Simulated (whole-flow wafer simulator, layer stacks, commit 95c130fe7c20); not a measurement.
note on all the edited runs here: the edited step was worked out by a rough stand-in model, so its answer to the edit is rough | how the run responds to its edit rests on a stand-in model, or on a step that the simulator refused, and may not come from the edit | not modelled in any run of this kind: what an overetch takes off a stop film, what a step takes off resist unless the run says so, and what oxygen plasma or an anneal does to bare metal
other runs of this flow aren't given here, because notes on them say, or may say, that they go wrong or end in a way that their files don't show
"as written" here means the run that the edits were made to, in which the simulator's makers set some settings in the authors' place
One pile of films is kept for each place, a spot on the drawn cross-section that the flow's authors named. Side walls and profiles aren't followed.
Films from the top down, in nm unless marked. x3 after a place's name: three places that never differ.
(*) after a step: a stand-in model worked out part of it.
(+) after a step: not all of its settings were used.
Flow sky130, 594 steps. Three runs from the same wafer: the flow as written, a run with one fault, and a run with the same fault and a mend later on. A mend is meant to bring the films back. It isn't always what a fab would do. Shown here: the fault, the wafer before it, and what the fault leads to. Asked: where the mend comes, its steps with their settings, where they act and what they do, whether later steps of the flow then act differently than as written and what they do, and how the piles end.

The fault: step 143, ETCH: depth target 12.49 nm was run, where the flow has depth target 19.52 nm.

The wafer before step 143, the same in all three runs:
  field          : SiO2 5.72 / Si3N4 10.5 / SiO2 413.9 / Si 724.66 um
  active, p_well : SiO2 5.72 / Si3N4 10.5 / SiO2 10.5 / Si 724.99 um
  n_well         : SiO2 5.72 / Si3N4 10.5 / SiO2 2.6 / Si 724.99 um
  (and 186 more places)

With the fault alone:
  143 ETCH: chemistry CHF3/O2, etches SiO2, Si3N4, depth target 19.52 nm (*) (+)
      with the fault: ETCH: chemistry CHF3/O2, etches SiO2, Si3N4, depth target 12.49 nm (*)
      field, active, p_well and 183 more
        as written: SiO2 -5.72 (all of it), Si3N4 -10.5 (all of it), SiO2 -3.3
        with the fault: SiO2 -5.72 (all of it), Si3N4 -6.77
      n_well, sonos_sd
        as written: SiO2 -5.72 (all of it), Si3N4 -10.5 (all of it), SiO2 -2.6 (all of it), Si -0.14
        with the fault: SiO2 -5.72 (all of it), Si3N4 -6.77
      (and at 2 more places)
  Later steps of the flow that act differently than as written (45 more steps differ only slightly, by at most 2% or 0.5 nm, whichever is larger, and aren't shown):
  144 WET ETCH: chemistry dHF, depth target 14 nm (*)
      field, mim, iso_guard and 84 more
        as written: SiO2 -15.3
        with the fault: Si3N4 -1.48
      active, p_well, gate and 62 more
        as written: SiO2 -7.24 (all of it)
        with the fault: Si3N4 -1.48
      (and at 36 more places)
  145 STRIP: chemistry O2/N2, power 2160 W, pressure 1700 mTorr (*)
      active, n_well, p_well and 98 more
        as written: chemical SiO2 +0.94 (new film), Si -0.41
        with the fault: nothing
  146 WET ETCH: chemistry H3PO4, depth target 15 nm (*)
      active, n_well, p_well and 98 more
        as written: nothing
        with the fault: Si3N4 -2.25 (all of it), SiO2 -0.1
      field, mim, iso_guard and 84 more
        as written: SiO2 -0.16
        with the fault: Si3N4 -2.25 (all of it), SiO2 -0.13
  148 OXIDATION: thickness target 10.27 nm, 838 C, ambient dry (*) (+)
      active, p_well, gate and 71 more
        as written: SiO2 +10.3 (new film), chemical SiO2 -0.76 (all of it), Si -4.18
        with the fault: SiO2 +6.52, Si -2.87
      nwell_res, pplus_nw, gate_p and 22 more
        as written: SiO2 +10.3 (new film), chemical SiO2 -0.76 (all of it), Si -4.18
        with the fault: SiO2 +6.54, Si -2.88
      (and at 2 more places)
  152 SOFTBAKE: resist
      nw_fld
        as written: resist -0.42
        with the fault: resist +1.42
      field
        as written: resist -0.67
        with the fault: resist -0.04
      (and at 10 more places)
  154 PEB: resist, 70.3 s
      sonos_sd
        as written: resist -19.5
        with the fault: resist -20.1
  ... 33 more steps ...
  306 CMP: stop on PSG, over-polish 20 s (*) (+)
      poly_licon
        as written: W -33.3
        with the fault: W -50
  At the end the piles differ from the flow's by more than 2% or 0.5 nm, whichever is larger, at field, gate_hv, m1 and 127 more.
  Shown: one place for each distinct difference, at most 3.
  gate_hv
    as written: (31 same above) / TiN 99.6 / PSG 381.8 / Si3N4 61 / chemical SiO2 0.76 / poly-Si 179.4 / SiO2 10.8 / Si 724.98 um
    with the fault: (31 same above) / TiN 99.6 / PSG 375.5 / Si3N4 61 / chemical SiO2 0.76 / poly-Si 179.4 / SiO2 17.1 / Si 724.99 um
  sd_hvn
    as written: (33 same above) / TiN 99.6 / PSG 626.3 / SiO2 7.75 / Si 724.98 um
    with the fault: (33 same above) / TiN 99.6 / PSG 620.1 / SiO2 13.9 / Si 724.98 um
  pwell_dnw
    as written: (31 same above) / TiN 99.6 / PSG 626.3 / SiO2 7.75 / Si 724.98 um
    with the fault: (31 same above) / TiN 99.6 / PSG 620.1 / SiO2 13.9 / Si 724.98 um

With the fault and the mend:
  The mend comes after step 143.
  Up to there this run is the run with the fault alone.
  143a ETCH: chemistry CHF3/O2, etches SiO2, Si3N4, depth target 7.027 nm (*) (+) (the flow's step 143 once more, with other settings)
      field, active, p_well and 183 more
        Si3N4 -3.73 (all of it), SiO2 -3.3
      n_well, sonos_sd
        Si3N4 -3.73 (all of it), SiO2 -2.6 (all of it), Si -0.14
      sonos_cell, sonos_cell_x
        resist -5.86
  No later step of the flow acts differently than as written, at any place that is followed, by more than 2% or 0.5 nm, whichever is larger.
  At the end the piles are the same as the flow's at every place that both follow.
